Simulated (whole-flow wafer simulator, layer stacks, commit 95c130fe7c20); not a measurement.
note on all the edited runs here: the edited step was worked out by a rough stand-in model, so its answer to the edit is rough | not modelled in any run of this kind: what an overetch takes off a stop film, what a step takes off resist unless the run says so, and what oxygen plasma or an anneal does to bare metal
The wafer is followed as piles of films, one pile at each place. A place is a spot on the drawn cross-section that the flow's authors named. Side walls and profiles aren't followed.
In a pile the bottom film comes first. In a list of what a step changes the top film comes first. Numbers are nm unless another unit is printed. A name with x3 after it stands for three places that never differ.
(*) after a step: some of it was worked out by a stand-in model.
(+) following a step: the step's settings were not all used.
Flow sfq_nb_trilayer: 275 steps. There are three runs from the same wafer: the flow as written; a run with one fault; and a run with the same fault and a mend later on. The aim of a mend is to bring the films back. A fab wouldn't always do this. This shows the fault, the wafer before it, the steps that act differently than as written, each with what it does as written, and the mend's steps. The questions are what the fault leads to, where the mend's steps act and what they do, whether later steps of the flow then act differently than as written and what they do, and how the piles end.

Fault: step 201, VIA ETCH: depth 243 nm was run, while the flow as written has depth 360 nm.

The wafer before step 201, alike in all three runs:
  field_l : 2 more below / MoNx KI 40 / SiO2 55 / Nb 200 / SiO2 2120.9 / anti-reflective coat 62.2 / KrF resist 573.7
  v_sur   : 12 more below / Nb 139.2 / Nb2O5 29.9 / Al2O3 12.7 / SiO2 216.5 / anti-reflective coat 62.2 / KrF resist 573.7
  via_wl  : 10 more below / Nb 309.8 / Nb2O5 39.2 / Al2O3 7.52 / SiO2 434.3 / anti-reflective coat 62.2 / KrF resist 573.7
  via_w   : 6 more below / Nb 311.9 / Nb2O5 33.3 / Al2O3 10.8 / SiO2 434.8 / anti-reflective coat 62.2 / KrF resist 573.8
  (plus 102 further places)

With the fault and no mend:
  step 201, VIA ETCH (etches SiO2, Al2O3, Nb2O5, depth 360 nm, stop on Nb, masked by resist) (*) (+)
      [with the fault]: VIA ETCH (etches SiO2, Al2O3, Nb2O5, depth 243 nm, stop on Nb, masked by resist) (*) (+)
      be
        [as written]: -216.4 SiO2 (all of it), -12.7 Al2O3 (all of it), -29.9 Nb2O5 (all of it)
        [with the fault]: -216.4 SiO2 (all of it), -12.7 Al2O3 (all of it), -14 Nb2O5
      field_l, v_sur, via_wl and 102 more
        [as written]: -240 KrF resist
        [with the fault]: -162 KrF resist
  Later steps of the flow acting differently than as written (not shown: 9 more steps that differ only slightly, by at most 2% or 0.5 nm, whichever is larger):
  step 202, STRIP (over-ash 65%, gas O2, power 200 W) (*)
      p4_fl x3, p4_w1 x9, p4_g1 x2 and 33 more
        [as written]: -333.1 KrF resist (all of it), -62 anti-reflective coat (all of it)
        [with the fault]: -411.1 KrF resist (all of it), -62 anti-reflective coat (all of it)
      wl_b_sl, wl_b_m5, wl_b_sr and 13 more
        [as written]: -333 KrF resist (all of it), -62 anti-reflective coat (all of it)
        [with the fault]: -411 KrF resist (all of it), -62 anti-reflective coat (all of it)
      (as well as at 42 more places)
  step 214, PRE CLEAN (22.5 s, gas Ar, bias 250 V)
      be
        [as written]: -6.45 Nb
        [with the fault]: -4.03 Nb2O5
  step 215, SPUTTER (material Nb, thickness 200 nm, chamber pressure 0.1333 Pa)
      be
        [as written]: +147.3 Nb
        [with the fault]: +151.5 Nb (new film)
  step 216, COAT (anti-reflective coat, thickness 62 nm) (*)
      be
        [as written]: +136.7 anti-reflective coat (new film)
        [with the fault]: +133.1 anti-reflective coat (new film)
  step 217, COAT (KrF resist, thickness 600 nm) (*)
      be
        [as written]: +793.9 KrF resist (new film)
        [with the fault]: +778 KrF resist (new film)
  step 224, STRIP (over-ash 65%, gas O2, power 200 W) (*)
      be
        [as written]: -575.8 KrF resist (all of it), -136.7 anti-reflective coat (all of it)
        [with the fault]: -560 KrF resist (all of it), -133.1 anti-reflective coat (all of it)
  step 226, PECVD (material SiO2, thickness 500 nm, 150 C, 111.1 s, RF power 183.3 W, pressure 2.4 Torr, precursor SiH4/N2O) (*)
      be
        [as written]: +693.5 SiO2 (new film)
        [with the fault]: +670.9 SiO2 (new film)
  The piles end different from the flow's at be by more than 2% or 0.5 nm, whichever is larger.
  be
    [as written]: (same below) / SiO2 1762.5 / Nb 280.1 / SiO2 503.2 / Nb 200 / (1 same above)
    [with the fault]: (same below) / SiO2 1762.5 / Nb 139.2 / Nb2O5 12 / Nb 151.5 / SiO2 480.6 / Nb 200 / (1 same above)

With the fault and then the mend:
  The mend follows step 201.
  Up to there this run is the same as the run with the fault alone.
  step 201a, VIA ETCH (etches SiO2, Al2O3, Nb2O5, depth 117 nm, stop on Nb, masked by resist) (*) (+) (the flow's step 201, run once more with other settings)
      field_l, v_sur, via_wl and 102 more
        -78 KrF resist
      be
        -16 Nb2O5 (all of it)
  None of the later steps of the flow acts differently than as written at any place that is followed.
  The piles end the same as the flow's at every place that both follow.
